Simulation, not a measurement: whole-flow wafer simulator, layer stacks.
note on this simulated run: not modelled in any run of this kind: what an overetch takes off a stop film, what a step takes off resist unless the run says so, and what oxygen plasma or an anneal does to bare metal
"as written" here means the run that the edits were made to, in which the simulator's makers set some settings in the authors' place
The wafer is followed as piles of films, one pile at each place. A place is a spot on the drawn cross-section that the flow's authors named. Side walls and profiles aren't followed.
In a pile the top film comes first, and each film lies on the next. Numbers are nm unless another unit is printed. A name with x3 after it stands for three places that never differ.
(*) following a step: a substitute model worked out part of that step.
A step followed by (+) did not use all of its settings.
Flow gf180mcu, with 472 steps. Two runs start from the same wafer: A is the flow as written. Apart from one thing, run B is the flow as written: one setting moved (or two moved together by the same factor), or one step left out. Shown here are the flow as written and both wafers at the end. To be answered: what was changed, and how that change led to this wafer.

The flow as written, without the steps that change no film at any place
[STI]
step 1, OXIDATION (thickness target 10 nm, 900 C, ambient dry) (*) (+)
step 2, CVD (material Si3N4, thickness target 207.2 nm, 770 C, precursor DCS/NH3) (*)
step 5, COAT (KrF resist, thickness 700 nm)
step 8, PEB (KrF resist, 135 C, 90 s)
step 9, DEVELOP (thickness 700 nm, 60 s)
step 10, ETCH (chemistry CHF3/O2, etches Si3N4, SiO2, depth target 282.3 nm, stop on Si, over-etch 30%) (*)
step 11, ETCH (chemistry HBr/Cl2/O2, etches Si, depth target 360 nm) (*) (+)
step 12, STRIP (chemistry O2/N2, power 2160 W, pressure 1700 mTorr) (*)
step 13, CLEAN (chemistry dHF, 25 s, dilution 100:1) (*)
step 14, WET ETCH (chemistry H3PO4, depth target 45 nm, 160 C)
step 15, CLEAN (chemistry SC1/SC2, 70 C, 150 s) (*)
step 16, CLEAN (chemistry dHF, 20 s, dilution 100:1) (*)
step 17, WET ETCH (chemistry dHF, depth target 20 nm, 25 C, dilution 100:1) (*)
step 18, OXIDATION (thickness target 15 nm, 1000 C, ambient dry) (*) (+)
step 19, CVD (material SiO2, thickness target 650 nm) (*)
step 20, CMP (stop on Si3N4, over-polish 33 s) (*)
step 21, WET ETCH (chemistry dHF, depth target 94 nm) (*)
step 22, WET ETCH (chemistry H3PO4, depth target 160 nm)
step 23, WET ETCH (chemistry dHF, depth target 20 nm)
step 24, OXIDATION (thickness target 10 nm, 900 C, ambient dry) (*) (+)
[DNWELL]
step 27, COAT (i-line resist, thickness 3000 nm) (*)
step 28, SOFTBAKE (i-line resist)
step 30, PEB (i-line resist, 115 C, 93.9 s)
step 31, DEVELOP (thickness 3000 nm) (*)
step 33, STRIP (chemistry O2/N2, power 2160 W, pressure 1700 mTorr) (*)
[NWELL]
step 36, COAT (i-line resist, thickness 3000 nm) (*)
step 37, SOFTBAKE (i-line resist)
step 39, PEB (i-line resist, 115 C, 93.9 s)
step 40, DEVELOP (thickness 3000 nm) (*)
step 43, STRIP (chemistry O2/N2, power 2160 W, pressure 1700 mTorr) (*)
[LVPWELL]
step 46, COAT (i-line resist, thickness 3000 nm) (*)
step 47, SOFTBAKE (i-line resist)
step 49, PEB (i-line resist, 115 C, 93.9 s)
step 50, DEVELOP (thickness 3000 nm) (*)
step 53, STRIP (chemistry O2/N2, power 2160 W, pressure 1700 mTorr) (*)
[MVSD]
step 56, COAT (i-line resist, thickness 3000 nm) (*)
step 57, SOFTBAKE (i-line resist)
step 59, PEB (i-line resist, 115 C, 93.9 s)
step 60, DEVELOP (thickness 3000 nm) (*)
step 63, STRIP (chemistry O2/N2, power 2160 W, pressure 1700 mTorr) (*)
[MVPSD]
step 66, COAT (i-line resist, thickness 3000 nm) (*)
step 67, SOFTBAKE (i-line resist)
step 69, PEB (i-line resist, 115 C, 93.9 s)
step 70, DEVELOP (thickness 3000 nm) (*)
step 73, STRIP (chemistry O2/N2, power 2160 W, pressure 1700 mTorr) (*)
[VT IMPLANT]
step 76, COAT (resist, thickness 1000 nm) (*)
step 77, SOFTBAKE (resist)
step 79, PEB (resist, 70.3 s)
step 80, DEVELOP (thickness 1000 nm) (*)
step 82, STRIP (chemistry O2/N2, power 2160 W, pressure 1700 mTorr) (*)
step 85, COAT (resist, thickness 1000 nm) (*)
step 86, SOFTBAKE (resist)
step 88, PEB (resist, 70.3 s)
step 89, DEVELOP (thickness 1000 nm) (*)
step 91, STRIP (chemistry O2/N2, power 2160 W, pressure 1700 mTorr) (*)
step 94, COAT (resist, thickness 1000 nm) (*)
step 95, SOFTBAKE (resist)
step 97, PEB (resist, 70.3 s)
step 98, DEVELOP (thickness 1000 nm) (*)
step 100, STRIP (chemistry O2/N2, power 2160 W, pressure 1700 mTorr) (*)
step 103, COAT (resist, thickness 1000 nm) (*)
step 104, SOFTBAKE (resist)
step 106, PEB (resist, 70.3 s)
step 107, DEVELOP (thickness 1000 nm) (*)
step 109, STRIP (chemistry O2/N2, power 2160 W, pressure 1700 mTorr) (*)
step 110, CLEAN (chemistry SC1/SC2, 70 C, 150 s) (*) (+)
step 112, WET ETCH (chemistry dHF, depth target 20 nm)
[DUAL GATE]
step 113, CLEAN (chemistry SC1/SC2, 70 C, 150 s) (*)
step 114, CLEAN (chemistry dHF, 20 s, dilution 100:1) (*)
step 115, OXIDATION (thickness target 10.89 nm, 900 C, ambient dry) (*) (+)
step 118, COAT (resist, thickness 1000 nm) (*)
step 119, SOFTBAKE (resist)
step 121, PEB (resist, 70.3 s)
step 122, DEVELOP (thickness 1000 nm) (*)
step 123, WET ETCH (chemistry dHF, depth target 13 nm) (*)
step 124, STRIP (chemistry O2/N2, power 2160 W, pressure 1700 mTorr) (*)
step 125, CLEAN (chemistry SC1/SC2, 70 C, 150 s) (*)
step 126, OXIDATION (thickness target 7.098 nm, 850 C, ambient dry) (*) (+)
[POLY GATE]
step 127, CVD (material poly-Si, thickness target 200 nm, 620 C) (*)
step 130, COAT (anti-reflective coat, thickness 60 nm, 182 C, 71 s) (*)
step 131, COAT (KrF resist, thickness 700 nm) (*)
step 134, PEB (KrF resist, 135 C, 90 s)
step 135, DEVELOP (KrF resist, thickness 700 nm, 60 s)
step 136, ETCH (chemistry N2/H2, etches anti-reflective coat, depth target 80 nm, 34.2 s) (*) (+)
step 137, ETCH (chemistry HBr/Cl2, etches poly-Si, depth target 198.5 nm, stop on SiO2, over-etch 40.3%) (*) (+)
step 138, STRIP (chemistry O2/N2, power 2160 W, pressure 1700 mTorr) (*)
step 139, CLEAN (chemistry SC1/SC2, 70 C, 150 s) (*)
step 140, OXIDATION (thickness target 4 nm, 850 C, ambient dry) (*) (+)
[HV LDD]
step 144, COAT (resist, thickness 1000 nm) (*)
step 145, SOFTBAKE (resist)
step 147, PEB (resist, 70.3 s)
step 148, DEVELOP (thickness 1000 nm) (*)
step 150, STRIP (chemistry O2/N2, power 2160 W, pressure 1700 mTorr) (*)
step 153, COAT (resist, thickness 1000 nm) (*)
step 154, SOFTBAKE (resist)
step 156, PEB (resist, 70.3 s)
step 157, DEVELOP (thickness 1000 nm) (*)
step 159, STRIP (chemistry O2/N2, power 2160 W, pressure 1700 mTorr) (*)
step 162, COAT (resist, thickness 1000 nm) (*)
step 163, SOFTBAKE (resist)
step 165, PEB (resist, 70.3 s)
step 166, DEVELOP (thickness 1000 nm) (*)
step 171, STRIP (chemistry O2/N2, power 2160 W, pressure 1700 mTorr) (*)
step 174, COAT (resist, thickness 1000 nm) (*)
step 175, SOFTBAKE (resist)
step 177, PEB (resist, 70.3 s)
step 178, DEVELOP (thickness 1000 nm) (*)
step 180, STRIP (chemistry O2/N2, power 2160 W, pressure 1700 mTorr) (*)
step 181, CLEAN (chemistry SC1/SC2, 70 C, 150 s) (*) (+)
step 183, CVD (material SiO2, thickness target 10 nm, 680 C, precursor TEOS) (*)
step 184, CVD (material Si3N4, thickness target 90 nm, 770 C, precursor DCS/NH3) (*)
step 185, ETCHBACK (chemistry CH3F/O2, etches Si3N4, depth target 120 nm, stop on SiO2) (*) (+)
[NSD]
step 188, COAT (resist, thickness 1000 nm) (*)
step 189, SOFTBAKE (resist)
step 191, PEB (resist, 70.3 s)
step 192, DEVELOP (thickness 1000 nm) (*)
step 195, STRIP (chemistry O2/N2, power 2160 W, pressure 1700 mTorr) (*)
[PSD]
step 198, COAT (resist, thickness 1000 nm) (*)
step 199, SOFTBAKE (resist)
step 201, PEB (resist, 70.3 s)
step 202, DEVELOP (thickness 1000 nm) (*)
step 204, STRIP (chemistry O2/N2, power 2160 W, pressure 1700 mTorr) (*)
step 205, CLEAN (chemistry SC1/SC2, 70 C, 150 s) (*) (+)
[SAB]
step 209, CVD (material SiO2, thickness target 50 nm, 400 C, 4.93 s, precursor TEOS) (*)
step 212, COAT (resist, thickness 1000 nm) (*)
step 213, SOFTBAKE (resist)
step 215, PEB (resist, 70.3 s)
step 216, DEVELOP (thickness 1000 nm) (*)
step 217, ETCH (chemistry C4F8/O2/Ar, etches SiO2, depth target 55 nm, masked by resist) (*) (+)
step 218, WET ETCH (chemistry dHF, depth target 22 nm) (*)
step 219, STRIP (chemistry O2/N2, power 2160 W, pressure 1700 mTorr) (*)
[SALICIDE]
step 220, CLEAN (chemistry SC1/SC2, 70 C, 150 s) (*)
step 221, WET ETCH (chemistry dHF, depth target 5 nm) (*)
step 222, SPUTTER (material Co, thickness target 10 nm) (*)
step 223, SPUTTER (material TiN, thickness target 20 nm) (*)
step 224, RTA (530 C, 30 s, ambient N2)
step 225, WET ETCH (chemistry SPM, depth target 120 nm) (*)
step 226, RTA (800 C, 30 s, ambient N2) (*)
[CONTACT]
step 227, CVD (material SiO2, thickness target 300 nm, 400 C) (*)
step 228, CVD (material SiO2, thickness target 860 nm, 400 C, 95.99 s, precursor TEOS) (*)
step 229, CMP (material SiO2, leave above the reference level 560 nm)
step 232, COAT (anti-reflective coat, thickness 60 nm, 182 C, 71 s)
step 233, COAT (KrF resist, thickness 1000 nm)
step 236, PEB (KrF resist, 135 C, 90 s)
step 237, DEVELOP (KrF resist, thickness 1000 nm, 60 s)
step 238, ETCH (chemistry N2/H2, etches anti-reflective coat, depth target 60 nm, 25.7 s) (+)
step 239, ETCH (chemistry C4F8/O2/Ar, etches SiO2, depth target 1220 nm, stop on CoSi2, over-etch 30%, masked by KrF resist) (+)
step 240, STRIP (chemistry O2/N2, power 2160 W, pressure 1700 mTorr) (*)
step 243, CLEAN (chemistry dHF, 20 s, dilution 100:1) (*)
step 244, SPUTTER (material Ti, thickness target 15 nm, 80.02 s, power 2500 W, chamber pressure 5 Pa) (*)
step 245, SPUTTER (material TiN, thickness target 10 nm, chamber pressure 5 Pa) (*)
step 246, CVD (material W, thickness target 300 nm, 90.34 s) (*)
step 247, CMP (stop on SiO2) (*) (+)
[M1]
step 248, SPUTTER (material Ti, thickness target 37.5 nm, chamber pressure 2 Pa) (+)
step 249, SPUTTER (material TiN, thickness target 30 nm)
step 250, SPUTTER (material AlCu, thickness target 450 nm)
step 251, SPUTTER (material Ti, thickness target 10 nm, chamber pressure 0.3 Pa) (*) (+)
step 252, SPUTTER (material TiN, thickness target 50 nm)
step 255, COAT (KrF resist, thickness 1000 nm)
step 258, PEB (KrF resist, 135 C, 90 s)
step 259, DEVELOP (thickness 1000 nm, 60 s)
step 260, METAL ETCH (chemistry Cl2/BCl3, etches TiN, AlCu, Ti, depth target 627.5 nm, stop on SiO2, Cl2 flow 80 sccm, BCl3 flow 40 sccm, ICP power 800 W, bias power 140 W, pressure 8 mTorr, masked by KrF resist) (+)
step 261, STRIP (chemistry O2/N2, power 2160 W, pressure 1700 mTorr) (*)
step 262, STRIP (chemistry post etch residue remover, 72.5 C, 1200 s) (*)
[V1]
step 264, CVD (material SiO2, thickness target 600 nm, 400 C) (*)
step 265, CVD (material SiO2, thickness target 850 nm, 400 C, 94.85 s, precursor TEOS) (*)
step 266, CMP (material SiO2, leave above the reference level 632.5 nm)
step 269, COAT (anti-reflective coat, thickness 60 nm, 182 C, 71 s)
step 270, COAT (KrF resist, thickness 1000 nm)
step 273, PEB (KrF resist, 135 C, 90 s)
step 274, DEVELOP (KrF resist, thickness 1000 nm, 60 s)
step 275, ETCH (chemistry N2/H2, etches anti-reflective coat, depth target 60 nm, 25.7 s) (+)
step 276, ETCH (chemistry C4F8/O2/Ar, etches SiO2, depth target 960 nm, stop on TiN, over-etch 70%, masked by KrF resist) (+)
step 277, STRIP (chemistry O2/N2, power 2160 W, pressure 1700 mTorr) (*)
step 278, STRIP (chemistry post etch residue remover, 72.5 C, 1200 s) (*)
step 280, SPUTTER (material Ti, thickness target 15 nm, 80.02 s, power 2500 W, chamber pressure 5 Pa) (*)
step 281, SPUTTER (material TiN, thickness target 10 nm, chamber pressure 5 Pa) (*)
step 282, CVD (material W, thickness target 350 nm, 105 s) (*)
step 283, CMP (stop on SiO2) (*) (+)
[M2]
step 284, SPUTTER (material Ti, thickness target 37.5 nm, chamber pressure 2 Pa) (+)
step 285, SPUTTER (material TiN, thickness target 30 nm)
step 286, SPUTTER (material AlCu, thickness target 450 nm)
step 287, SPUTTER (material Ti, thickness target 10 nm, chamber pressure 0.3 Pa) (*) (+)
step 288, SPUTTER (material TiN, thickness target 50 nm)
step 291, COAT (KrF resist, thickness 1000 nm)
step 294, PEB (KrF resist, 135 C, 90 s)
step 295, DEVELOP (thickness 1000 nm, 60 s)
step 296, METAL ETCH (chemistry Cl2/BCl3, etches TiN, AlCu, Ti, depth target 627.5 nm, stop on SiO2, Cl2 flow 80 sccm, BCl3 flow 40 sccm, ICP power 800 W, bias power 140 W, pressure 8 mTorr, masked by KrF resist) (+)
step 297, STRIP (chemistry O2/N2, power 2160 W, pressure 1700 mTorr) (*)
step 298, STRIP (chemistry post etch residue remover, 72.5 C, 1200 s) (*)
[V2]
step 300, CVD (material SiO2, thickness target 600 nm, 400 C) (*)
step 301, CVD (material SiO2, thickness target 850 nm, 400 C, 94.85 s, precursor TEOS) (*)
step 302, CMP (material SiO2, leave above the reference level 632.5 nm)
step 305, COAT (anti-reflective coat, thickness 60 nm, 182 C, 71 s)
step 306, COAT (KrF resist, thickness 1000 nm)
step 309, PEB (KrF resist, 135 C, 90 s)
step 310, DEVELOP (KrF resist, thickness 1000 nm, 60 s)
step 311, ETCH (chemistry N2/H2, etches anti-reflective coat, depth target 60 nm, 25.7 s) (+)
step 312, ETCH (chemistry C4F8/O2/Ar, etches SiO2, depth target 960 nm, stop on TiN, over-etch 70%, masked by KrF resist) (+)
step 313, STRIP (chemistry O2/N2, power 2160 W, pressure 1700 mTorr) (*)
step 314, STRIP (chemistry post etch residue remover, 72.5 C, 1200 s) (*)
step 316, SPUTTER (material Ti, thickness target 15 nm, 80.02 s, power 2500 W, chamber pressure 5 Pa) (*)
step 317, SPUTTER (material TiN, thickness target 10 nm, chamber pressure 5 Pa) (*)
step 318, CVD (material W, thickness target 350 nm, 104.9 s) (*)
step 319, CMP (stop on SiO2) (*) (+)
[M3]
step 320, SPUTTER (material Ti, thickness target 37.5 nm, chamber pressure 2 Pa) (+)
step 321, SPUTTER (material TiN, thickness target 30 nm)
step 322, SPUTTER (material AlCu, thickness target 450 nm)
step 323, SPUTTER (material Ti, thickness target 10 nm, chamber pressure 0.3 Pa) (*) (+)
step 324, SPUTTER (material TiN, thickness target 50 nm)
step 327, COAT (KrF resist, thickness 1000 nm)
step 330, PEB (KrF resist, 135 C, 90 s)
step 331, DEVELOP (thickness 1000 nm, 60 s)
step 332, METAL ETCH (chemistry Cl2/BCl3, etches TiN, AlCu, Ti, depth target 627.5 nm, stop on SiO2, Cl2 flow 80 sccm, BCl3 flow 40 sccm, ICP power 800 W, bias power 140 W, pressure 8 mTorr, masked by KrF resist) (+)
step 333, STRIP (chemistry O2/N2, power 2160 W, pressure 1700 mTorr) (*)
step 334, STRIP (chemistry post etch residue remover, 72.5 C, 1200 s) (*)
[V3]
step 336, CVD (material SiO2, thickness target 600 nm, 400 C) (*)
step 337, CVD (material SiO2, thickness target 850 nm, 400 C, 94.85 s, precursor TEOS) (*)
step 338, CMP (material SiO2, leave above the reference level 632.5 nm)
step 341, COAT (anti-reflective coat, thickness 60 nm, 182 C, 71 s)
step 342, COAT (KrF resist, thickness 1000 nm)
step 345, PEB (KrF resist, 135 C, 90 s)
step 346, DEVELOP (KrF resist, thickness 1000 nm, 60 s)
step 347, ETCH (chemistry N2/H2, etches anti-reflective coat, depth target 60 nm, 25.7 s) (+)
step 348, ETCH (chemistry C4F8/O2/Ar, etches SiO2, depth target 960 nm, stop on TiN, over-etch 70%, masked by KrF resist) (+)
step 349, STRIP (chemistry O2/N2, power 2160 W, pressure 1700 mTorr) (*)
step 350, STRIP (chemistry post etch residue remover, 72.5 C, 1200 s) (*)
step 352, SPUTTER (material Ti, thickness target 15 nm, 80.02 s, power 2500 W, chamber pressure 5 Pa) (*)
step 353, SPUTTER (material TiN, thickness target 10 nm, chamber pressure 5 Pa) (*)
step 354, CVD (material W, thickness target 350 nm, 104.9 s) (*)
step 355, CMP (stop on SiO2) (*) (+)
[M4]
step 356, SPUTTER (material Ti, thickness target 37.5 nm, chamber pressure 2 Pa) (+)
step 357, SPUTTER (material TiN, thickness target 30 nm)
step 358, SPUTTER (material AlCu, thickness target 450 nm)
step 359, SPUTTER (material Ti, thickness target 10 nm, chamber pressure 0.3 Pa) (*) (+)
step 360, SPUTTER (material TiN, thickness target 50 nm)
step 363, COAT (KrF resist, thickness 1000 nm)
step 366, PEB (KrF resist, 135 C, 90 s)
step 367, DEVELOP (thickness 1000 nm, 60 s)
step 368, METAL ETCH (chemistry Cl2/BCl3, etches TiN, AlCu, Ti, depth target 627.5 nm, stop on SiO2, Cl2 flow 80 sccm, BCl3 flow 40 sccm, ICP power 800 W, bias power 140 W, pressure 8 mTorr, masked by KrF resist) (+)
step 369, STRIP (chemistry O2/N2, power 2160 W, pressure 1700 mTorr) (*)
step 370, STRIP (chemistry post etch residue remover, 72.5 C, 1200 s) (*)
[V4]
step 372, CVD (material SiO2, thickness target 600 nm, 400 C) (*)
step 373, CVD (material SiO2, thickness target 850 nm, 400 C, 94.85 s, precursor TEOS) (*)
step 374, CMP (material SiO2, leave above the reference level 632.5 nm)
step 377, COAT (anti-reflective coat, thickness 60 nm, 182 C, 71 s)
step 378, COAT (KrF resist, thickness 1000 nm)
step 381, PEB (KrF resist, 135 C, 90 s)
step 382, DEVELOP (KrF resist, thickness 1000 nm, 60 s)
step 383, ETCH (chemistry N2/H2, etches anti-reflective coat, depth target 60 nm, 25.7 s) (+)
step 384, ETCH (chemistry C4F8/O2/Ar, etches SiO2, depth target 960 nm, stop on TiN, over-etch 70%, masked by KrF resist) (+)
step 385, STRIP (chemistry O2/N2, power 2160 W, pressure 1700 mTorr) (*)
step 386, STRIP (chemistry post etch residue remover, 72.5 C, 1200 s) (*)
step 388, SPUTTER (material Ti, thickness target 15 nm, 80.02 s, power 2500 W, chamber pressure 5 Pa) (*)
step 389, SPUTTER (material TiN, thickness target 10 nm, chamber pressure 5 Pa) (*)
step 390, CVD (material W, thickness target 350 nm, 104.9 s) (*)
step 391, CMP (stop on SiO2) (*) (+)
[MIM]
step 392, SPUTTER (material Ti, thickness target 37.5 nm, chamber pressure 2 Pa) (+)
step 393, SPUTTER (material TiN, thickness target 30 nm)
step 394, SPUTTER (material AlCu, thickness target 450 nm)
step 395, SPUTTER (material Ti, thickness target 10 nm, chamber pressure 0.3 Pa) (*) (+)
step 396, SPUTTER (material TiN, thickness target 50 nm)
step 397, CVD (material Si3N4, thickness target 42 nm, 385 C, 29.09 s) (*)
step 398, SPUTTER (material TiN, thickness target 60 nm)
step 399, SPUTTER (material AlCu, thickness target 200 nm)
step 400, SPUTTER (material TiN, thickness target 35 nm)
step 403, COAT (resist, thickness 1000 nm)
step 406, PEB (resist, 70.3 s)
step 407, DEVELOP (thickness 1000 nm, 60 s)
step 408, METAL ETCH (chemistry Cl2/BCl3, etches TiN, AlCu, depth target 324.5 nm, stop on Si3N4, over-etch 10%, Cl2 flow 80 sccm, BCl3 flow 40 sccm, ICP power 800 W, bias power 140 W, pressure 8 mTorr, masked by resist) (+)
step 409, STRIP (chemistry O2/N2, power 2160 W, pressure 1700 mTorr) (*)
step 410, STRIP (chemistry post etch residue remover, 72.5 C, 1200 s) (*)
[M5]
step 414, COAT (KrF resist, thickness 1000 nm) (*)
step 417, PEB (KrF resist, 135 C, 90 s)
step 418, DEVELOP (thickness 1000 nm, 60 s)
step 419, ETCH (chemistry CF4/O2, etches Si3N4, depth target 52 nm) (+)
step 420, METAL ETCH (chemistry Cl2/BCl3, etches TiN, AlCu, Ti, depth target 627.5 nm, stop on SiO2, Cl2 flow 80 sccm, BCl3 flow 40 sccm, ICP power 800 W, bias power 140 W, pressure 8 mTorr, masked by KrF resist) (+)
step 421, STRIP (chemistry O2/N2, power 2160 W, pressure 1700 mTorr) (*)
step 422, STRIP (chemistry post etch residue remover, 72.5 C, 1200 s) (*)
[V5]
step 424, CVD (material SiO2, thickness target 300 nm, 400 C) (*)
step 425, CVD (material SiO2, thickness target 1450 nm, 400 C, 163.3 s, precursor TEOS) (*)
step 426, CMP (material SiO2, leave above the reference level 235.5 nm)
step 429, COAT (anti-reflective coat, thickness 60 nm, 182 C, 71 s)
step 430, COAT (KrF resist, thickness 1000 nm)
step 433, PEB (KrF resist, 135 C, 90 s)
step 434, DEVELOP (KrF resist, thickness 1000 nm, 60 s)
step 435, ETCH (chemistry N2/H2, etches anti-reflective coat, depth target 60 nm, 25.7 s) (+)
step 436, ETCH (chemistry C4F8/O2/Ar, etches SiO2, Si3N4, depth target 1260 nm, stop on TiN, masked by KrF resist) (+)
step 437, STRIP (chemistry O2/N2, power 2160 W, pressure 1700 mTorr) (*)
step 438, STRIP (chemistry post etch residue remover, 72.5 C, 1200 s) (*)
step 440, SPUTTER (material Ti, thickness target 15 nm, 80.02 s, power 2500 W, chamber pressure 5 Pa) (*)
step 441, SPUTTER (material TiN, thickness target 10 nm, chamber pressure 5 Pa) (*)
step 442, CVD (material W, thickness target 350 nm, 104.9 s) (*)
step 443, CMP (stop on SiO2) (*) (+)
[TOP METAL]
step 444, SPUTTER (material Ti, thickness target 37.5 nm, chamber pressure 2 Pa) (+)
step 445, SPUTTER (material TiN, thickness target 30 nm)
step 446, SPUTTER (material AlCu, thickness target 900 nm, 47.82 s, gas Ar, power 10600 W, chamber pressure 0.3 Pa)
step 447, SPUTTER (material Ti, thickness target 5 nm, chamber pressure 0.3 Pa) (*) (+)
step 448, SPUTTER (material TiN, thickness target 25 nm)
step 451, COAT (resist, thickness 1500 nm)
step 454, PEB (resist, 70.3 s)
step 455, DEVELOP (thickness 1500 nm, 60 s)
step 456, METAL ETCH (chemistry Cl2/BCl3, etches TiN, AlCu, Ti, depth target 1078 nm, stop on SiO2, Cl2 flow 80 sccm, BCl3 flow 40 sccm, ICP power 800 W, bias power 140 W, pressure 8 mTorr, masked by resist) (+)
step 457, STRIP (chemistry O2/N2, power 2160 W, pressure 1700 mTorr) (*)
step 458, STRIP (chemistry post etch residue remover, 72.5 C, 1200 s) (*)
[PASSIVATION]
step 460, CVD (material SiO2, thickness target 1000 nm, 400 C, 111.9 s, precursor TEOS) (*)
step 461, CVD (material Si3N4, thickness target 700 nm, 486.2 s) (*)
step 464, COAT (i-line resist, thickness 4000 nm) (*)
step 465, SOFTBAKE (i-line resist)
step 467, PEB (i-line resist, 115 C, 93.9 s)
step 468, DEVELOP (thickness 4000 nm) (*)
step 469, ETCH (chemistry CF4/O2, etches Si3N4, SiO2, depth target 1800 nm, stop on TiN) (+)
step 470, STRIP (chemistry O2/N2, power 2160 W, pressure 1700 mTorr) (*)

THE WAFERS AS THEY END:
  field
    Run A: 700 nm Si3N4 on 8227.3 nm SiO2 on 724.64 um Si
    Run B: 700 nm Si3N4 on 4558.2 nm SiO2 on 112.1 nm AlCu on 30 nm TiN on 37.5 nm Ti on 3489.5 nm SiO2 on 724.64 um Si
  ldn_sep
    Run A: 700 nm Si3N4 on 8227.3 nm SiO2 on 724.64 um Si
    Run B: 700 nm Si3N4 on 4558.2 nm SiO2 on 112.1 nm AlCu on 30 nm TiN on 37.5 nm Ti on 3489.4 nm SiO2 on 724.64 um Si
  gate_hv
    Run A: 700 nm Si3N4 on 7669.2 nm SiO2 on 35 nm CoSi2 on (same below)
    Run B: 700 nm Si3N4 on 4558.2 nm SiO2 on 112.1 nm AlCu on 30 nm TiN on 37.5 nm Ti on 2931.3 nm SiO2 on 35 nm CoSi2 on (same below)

What caused this: step 332, METAL ETCH: depth target 392.2 nm was run, whereas the flow has depth target 627.5 nm.

The path from the change to this, step by step:
  step 332, METAL ETCH (chemistry Cl2/BCl3, etches TiN, AlCu, Ti, depth target 627.5 nm, stop on SiO2, Cl2 flow 80 sccm, BCl3 flow 40 sccm, ICP power 800 W, bias power 140 W, pressure 8 mTorr, masked by KrF resist) (+)
      field, field__w1, field__w2 and 103 more: A TiN loses 50 (all of it), Ti loses 10 (all of it), AlCu loses 450 (all of it), TiN loses 30 (all of it), Ti loses 37.5 (all of it) | B TiN loses 50 (all of it), Ti loses 10 (all of it), AlCu loses 332.2
      field__w8, contact, m1, m1__w1, m1_nw: A KrF resist loses 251 | B KrF resist loses 156.9
  step 333, STRIP (chemistry O2/N2, power 2160 W, pressure 1700 mTorr) (*)
      field__w8, contact, m1, m1__w1, m1_nw: A KrF resist loses 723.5 (all of it) | B KrF resist loses 817.6 (all of it)
  step 334, STRIP (chemistry post etch residue remover, 72.5 C, 1200 s) (*)
      field, field__w1, field__w2 and 103 more: A nothing | B AlCu loses 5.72
  step 336, CVD (material SiO2, thickness target 600 nm, 400 C) (*)
      field, field__w1, field__w2 and 103 more: A SiO2 gains 600 | B SiO2 gains 600 (new film)
  step 338, CMP (material SiO2, leave above the reference level 632.5 nm)
      field, field__w1, field__w2 and 103 more: A SiO2 loses 300 | B SiO2 loses 479.6
If metal films that touch count as one body, field has 1 body; the flow as written gives 0 bodies.
If metal films that touch count as one body, ldn_sep has 1 body; the flow as written gives 0 bodies.
If metal films that touch count as one body, gate_hv has 2 bodies (between them, from the top down: SiO2 2931.3); the flow as written gives 1 body.
